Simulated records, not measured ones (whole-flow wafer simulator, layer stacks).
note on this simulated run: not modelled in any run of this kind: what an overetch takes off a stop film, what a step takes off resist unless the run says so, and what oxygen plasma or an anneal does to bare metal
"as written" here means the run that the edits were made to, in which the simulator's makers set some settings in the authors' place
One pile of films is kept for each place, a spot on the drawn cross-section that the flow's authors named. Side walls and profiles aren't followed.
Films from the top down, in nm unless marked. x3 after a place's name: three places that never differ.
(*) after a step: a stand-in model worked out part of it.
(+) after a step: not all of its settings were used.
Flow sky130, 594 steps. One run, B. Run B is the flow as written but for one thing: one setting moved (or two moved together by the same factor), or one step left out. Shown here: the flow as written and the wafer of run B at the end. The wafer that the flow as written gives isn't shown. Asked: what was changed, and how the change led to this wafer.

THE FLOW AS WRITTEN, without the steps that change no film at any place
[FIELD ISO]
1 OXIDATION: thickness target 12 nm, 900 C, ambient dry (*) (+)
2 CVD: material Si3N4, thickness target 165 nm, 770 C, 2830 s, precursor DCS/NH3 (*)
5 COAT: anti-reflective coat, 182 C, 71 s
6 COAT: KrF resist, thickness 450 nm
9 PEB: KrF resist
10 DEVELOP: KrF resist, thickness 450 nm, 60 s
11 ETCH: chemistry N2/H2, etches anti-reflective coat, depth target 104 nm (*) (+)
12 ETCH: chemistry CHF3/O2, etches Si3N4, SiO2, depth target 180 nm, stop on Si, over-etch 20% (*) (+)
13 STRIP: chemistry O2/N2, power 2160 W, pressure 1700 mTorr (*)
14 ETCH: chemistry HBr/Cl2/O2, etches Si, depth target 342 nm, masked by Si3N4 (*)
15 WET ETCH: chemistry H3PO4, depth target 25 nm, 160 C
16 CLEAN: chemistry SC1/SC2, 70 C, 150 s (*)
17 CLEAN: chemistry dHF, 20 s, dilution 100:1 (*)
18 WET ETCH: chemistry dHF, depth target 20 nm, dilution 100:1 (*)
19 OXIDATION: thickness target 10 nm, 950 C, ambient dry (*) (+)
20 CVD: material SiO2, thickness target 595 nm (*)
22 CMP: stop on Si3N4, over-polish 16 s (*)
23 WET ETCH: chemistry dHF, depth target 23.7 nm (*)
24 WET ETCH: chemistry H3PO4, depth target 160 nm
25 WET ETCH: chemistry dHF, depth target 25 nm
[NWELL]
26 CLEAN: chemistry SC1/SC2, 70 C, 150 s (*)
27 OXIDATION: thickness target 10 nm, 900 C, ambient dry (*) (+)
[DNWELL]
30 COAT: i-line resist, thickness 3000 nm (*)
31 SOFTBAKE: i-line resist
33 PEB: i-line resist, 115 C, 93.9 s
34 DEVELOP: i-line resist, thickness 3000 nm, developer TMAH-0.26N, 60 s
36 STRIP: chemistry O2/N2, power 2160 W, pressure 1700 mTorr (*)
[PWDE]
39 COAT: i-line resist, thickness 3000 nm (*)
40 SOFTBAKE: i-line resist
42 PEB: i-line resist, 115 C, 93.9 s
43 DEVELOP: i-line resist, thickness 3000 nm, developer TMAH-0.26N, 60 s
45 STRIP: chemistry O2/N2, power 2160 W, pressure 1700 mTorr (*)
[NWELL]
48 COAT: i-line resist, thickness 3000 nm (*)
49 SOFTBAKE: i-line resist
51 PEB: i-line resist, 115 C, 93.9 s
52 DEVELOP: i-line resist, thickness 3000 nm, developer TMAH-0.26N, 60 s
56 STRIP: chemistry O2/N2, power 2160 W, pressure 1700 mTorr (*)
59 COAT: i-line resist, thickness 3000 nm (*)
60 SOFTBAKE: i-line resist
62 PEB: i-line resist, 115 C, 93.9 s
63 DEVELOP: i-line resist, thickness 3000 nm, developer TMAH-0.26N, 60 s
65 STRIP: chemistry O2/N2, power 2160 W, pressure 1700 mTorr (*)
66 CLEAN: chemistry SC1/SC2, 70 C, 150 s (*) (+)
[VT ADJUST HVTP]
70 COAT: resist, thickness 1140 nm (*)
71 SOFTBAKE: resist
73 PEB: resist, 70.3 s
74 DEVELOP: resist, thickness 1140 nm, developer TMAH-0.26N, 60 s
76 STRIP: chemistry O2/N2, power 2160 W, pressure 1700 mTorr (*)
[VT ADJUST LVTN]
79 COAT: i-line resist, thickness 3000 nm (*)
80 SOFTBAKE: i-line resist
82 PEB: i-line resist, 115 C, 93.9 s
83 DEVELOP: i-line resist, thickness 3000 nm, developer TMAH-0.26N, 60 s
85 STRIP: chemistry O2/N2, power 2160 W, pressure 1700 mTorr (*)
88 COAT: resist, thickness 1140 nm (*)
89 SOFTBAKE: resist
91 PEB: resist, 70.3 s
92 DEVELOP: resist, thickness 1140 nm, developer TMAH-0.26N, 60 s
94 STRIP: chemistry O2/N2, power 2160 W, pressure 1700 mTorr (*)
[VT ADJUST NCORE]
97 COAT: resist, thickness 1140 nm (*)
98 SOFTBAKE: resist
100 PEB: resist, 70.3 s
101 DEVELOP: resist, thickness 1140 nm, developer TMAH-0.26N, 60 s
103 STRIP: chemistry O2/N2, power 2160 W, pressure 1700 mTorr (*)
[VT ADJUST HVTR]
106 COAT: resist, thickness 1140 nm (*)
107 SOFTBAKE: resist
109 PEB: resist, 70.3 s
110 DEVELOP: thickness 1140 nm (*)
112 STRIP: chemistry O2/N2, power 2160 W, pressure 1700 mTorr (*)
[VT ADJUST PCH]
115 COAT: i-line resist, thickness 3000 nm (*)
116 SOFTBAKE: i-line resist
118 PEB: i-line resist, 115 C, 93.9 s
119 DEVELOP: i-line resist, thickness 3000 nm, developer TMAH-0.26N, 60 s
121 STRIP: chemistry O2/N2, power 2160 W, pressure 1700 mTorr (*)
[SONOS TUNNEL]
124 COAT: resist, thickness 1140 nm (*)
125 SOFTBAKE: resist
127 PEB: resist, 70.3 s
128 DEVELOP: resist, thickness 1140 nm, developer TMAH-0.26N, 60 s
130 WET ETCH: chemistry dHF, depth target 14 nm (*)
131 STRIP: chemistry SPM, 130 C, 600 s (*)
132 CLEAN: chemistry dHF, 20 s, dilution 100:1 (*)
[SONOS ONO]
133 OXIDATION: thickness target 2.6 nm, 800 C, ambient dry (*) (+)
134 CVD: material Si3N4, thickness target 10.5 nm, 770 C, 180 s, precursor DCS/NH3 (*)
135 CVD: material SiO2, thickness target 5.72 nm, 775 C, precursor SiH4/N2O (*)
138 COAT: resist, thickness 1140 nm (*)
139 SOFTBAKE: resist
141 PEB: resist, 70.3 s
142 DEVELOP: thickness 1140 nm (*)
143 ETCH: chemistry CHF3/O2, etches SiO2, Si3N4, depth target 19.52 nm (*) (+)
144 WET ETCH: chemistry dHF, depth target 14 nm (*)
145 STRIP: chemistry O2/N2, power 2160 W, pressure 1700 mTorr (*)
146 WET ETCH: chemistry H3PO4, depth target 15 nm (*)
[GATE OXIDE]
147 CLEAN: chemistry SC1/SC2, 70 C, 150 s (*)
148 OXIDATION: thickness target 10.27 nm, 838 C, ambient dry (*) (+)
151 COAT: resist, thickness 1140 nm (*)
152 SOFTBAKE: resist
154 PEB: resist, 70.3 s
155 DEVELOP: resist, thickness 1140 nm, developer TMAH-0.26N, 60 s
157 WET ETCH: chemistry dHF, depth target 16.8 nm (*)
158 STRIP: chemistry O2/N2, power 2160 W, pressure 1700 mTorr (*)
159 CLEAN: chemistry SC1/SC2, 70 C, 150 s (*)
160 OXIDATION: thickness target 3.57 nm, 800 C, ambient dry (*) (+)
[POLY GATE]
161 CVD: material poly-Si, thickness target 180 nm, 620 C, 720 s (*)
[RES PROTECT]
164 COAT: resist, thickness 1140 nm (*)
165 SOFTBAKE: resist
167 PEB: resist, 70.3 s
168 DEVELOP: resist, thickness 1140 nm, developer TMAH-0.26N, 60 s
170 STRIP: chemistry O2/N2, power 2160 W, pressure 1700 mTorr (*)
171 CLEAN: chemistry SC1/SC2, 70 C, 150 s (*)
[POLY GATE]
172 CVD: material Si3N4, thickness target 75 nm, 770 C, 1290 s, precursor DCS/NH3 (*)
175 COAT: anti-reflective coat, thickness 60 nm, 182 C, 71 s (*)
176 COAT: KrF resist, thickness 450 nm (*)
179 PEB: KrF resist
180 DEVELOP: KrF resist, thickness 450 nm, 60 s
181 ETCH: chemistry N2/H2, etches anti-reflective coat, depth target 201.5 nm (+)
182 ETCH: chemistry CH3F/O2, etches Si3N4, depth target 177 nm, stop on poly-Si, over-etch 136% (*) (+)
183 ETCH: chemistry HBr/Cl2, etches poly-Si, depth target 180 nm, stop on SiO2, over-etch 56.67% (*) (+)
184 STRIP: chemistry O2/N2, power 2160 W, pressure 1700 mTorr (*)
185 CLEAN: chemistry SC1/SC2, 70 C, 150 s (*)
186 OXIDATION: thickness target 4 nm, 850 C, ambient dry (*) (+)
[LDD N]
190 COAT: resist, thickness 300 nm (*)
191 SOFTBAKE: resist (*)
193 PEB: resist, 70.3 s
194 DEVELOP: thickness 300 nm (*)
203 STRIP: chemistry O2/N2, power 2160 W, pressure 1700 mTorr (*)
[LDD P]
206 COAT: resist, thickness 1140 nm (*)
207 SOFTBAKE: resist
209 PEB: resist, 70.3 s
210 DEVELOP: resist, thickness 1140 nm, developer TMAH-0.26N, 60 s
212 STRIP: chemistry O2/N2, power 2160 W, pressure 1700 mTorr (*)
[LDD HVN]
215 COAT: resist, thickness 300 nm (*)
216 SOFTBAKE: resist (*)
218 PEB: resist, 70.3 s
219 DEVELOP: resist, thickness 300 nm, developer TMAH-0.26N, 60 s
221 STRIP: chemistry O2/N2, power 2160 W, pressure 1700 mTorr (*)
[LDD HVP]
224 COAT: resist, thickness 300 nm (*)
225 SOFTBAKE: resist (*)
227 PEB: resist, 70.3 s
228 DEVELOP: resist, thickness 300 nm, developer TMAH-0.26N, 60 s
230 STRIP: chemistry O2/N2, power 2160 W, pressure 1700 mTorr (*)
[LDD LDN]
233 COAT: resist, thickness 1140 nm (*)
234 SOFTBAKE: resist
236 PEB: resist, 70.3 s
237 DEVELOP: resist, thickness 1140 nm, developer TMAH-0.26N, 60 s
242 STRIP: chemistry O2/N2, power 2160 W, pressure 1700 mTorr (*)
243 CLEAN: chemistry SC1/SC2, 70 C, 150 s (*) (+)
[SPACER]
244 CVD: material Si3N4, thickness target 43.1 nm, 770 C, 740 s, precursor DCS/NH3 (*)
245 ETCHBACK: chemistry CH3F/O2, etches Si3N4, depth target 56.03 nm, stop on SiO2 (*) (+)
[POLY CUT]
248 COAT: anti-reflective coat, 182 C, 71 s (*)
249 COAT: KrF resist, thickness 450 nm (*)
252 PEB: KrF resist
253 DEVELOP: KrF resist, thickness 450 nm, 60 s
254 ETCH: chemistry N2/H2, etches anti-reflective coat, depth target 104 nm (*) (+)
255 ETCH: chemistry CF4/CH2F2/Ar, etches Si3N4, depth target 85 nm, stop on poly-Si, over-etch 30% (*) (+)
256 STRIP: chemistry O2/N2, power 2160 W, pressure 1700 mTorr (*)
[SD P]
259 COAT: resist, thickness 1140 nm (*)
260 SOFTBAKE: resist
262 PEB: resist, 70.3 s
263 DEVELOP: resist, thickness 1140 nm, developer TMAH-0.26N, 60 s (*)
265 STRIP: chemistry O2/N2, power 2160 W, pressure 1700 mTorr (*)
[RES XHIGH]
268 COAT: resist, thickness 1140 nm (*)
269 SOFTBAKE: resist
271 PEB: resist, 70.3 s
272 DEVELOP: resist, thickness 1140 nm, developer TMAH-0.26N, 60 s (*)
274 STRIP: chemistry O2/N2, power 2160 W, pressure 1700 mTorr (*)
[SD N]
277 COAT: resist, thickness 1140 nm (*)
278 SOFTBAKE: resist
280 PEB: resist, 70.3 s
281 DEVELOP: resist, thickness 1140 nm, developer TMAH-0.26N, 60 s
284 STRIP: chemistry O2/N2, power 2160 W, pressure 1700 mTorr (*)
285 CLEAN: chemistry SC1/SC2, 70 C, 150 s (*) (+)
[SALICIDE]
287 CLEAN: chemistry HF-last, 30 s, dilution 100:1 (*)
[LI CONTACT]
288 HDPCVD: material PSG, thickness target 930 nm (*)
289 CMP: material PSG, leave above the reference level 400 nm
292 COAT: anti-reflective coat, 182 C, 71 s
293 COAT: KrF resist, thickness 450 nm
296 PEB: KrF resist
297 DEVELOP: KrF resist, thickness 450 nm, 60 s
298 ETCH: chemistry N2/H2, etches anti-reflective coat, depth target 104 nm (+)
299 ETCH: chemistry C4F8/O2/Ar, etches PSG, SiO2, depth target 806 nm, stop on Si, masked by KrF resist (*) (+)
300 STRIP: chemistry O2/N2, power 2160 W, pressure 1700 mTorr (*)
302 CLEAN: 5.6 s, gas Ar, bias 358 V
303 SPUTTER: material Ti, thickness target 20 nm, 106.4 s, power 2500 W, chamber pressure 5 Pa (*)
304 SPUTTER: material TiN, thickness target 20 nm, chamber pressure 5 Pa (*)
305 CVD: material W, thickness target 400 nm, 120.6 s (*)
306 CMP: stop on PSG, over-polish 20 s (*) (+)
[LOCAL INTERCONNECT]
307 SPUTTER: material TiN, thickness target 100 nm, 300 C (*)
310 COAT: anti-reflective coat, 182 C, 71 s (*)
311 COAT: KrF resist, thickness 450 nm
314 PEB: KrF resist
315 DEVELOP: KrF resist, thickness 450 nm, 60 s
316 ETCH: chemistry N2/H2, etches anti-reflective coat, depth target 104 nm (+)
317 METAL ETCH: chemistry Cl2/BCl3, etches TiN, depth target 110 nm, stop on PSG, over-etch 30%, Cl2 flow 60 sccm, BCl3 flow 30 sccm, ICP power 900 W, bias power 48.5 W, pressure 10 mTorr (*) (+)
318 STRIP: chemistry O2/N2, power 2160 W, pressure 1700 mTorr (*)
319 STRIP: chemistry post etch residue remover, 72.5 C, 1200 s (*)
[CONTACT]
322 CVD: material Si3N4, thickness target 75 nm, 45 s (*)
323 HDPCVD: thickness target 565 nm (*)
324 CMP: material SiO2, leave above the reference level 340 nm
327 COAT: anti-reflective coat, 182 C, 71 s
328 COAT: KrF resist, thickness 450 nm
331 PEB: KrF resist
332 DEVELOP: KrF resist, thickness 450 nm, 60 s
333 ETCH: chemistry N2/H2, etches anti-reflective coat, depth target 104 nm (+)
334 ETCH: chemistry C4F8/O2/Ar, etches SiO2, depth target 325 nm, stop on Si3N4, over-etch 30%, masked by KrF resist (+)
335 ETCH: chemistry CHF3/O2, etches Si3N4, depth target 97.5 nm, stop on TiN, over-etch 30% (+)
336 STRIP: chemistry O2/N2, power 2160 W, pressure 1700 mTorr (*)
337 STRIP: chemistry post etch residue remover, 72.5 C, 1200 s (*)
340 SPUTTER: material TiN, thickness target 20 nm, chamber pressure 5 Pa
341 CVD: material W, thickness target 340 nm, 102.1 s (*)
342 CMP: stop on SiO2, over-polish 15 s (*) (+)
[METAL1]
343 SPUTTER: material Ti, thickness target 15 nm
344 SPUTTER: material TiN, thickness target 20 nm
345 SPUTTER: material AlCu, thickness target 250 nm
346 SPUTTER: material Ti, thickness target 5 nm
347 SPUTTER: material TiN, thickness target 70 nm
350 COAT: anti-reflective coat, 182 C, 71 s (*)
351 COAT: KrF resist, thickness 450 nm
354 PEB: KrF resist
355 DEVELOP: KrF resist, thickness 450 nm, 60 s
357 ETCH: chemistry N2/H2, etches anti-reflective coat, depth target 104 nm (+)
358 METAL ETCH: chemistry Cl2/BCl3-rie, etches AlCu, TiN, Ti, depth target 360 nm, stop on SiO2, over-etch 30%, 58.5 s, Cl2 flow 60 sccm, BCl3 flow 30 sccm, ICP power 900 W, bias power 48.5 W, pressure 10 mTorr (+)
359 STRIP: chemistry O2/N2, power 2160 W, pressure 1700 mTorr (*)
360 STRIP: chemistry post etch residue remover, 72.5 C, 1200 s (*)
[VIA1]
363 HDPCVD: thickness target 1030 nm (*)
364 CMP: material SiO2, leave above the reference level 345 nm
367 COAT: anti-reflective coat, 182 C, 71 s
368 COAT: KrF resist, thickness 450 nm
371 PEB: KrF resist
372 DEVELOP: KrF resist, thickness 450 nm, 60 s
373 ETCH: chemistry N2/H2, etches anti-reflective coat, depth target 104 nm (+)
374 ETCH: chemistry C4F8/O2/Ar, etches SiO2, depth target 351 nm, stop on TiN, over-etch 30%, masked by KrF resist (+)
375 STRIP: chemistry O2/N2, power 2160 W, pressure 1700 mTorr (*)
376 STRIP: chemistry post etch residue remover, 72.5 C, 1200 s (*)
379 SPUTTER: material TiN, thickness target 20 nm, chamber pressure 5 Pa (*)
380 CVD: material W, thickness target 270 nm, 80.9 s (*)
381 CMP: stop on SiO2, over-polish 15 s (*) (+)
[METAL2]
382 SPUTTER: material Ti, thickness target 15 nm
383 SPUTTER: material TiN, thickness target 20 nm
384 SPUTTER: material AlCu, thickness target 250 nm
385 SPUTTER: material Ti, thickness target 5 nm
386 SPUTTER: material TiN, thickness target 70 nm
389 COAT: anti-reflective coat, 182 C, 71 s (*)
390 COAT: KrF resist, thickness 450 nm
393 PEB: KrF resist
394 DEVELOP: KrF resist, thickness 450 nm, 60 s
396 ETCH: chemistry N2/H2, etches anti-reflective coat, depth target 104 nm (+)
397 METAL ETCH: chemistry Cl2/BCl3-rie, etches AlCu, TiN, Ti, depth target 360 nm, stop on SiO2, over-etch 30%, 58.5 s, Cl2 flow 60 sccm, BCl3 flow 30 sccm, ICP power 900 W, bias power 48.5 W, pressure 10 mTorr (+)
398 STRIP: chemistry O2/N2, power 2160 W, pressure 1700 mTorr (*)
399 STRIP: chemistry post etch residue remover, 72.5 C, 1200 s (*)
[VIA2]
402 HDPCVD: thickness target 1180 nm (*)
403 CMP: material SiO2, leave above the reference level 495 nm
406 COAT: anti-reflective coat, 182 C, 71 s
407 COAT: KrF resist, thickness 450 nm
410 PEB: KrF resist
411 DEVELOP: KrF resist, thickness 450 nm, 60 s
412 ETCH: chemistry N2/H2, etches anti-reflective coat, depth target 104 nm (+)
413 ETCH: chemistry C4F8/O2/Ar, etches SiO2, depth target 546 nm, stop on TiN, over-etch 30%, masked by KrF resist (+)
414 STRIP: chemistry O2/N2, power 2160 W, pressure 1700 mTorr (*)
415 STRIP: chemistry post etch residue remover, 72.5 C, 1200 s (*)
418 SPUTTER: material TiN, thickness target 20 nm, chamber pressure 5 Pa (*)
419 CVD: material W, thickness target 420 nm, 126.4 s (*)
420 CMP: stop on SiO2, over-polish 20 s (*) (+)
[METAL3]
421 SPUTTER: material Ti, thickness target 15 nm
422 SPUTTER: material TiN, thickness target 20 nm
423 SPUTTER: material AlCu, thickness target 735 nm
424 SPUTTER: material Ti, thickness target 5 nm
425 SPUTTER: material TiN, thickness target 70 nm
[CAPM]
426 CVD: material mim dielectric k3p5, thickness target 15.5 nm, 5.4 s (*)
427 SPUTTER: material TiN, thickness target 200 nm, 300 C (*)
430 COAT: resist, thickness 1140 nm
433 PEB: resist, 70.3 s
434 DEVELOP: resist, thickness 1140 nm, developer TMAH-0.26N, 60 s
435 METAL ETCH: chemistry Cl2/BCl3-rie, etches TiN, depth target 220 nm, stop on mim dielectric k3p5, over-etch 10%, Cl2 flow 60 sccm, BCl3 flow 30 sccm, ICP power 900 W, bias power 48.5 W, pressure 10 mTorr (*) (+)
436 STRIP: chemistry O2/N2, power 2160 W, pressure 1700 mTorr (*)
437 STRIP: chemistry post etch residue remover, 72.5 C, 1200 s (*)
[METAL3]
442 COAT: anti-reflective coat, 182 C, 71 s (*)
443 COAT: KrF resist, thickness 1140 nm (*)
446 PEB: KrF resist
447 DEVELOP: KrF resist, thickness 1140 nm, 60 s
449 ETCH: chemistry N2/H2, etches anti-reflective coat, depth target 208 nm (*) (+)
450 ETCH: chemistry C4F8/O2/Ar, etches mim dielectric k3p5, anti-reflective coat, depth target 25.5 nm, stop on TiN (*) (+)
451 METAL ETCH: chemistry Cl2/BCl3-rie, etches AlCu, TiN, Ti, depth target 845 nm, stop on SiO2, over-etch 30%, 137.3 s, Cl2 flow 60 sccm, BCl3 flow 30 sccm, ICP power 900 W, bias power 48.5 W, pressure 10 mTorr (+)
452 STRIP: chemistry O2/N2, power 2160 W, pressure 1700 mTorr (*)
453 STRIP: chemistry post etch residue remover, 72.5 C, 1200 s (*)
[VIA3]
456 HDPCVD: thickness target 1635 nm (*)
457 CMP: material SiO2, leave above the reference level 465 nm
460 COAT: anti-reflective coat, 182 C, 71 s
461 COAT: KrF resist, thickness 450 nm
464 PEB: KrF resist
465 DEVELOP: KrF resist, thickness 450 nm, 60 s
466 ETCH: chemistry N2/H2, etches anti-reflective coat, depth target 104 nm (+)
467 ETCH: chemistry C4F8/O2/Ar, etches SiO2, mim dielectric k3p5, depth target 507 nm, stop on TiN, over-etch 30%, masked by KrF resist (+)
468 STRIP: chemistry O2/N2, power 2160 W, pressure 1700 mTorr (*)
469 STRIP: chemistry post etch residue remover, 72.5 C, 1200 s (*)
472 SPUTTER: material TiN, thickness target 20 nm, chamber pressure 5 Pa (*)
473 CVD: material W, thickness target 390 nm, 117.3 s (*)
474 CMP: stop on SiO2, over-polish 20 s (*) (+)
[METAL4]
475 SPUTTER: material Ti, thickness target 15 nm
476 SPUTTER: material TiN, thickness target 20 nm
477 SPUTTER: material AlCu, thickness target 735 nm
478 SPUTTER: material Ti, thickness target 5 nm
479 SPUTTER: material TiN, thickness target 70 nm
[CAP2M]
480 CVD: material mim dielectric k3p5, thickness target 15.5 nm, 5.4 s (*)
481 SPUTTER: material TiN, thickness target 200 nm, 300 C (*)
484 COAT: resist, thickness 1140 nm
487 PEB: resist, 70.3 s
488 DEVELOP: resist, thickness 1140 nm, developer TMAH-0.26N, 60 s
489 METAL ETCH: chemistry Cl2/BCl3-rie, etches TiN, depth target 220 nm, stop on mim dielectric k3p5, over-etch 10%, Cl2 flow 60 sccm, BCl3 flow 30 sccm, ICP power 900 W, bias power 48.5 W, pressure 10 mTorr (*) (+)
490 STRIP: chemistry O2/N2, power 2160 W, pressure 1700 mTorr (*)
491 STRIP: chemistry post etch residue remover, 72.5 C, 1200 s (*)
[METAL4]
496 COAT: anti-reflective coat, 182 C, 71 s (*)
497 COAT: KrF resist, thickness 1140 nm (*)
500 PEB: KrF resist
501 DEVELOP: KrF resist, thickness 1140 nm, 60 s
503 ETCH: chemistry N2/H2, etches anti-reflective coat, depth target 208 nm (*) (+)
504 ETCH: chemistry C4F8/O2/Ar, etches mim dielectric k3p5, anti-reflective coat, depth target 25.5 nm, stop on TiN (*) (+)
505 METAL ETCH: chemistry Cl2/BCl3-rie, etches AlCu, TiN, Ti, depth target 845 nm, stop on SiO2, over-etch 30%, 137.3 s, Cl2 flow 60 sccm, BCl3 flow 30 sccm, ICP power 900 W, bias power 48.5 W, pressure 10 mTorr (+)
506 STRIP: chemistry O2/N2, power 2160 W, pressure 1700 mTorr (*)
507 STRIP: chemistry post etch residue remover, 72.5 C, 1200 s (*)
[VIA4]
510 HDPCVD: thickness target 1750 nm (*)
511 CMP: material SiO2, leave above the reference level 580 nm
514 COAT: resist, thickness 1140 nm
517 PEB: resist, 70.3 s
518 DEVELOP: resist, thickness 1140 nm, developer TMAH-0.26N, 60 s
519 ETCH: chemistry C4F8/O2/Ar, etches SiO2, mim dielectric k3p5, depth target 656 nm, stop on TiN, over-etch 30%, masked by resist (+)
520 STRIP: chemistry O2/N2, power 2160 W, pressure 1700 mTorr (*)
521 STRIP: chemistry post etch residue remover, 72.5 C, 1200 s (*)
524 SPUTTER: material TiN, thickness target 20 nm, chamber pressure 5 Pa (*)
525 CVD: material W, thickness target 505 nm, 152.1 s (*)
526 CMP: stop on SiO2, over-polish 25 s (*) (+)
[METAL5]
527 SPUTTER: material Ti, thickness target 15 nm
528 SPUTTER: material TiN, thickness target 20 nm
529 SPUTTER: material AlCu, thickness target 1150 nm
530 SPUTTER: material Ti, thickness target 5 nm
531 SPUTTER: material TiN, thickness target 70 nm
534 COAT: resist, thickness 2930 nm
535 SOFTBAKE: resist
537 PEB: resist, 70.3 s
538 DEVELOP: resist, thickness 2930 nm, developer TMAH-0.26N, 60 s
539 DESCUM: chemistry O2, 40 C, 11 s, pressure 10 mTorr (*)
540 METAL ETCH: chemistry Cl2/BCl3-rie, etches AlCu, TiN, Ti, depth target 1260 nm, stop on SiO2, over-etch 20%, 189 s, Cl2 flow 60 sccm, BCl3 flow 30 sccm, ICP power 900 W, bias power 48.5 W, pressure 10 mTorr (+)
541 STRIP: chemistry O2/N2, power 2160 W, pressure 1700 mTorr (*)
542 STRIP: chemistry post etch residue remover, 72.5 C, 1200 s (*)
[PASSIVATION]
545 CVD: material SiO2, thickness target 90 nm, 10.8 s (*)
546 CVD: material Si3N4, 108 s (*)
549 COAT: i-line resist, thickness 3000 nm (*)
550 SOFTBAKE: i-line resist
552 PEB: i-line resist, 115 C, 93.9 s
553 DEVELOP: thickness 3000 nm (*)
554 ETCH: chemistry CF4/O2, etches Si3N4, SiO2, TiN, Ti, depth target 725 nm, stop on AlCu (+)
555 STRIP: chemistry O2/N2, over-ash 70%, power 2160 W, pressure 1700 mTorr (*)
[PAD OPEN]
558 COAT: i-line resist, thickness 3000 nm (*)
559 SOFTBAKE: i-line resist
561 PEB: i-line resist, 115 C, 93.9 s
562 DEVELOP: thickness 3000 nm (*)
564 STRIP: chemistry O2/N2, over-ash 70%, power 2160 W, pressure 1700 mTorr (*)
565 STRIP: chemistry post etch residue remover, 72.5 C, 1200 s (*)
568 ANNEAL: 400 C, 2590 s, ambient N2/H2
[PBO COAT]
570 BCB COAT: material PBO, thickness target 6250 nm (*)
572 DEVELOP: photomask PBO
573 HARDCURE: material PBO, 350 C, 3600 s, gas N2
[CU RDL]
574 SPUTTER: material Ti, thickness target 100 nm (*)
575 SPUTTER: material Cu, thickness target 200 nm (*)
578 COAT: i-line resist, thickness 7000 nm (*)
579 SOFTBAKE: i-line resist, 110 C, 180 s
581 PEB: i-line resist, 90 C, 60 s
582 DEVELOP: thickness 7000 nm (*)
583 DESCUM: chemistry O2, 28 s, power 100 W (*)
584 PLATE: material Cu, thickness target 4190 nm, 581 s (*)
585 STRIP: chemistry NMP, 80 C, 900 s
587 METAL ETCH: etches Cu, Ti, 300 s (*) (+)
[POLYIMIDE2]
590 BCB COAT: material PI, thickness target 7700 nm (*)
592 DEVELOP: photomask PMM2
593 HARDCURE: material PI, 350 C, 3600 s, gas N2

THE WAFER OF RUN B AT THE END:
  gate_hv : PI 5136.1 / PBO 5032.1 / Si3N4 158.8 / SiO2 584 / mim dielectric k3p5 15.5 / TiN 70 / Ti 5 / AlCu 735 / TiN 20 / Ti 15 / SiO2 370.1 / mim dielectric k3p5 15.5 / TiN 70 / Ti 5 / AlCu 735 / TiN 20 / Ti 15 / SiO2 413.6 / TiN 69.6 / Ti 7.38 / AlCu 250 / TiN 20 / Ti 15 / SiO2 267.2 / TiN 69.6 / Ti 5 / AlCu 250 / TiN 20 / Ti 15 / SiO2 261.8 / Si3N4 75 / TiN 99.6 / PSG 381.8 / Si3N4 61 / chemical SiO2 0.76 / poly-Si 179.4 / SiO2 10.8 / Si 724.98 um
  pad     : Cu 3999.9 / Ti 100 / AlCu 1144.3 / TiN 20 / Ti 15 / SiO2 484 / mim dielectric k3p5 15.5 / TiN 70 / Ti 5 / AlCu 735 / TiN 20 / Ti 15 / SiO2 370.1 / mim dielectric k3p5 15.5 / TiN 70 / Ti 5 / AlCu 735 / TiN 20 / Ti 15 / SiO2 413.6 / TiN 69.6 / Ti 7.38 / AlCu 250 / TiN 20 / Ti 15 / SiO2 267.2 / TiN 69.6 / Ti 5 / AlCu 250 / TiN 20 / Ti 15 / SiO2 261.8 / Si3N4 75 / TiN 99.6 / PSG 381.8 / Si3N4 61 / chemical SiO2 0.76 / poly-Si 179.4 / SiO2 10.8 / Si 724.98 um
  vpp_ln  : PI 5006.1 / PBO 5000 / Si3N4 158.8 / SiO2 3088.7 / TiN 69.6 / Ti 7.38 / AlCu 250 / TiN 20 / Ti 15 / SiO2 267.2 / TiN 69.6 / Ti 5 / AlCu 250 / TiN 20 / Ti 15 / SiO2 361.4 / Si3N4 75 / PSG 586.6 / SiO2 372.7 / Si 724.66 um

The cause: step 385, SPUTTER: thickness target 7.38 nm was run, where the flow has thickness target 5 nm.
It can be read off the wafer: gate_hv has Ti 7.38, and step 385 as written asks for 5 nm.

How the change led to this, step by step:
  385 SPUTTER: material Ti, thickness target 5 nm
      field, active, n_well and 188 more: Ti +7.38 (new film) (as written it would be: Ti +5 (new film))
  397 METAL ETCH: chemistry Cl2/BCl3-rie, etches AlCu, TiN, Ti, depth target 360 nm, stop on SiO2, over-etch 30%, 58.5 s, Cl2 flow 60 sccm, BCl3 flow 30 sccm, ICP power 900 W, bias power 48.5 W, pressure 10 mTorr (+)
      field, active, gate and 82 more: TiN -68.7 (all of it), Ti -7.38 (all of it), AlCu -250 (all of it), TiN -20 (all of it), Ti -15 (all of it), SiO2 -10.7 (as written it would be: TiN -68.7 (all of it), Ti -5 (all of it), AlCu -250 (all of it), TiN -20 (all of it), Ti -15 (all of it), SiO2 -10.9)
